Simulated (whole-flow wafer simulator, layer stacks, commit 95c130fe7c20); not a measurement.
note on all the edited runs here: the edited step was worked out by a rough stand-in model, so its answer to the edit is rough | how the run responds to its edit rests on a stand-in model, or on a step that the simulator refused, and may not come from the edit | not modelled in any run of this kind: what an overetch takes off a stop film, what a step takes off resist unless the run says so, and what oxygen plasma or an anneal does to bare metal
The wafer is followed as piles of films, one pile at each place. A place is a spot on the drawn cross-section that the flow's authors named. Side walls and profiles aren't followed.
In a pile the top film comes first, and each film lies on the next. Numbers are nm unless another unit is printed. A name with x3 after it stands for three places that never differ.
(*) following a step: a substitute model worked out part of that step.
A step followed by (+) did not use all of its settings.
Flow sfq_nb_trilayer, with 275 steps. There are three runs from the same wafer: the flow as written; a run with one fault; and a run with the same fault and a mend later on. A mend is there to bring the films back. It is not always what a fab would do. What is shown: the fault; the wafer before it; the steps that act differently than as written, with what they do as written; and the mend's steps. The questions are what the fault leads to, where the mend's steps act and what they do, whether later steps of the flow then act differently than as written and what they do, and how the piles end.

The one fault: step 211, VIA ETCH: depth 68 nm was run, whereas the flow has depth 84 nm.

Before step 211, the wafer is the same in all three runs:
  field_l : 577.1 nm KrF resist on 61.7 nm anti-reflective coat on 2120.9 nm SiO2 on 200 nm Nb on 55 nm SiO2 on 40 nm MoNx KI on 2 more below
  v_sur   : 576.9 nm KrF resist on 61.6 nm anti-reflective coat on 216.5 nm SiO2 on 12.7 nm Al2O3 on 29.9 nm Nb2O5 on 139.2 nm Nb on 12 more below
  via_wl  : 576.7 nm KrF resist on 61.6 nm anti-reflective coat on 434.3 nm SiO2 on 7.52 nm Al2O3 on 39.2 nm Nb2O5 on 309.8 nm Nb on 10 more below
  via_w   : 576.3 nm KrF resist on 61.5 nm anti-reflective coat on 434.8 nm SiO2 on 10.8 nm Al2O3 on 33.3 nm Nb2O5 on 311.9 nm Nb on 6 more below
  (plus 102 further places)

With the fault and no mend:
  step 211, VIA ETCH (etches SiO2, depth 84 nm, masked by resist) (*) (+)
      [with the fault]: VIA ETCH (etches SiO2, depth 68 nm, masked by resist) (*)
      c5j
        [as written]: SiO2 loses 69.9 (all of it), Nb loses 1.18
        [with the fault]: SiO2 loses 68
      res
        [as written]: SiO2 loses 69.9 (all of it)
        [with the fault]: SiO2 loses 68
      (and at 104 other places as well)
  Steps later in the flow that act otherwise than as written (not shown: 9 more steps that differ only slightly, by at most 2% or 0.5 nm, whichever is larger):
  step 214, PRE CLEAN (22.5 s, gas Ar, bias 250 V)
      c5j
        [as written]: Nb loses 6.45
        [with the fault]: SiO2 loses 1.89 (all of it), Nb loses 5.46
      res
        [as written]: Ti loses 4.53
        [with the fault]: SiO2 loses 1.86 (all of it), Ti loses 4.62
  The piles end only slightly different from the flow's at the places that both follow, by no more than 2% or 0.5 nm, whichever is larger.

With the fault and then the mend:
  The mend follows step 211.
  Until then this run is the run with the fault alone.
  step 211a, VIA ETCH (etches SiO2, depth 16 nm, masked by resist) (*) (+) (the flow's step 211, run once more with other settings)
      field_l, v_sur, via_wl and 101 more
        KrF resist loses 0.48
      c5j
        SiO2 loses 1.89 (all of it), Nb loses 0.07
      res
        SiO2 loses 1.86 (all of it)
  Every later step of the flow that is run acts as written, at every place that is followed, to within 2% or 0.5 nm, whichever is larger.
  The piles end only slightly different from the flow's at the places that both follow, by no more than 2% or 0.5 nm, whichever is larger.
